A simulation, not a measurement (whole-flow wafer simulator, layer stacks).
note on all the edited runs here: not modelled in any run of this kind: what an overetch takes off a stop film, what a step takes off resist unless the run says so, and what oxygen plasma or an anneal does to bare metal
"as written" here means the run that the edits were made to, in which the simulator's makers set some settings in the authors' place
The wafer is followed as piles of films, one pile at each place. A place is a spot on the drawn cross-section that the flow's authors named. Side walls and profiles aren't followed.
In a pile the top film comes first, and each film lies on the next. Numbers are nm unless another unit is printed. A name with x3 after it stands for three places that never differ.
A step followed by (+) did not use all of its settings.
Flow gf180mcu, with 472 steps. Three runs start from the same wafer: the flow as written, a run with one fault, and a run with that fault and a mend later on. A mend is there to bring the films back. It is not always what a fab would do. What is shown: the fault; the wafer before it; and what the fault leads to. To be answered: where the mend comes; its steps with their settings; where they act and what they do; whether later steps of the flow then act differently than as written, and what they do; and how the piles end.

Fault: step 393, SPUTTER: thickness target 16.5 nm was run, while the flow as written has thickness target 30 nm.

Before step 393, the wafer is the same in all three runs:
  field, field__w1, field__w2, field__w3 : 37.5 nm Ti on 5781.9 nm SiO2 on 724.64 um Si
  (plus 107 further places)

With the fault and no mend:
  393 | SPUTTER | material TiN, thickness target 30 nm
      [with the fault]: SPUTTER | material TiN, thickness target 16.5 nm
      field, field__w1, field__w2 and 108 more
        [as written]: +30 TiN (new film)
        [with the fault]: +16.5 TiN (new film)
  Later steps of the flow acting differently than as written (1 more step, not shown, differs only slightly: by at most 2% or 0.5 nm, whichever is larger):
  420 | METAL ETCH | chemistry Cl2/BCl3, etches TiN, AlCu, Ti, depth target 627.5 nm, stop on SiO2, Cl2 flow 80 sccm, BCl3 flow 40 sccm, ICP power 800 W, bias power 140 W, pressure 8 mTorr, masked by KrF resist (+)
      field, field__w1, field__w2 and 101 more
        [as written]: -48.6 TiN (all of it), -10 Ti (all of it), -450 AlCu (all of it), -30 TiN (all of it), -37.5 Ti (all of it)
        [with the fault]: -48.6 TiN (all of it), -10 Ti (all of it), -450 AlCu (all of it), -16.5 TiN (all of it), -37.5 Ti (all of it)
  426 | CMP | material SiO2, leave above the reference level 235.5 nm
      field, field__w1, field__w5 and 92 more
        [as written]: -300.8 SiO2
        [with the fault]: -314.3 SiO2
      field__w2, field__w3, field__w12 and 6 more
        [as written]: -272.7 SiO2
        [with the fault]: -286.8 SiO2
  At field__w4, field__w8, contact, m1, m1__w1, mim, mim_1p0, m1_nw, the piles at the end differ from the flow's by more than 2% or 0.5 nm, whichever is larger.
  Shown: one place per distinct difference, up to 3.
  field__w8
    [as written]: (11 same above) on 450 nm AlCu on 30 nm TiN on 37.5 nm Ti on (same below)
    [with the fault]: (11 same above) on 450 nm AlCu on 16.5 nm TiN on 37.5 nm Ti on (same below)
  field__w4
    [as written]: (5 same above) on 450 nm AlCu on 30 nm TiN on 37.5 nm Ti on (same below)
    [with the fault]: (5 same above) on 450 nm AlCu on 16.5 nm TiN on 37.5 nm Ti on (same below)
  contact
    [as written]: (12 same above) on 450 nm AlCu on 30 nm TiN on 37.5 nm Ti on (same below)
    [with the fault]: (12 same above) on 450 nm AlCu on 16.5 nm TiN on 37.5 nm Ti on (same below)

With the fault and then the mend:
  The mend stands after step 393.
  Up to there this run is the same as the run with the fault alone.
  393a | SPUTTER | material TiN, thickness target 13.5 nm (the flow's step 393, run once more with other settings)
      field, field__w1, field__w2 and 108 more
        +13.5 TiN
  Later steps of the flow that are run all act as written at every place that is followed.
  By the end, the piles equal the flow's at every place that both follow.
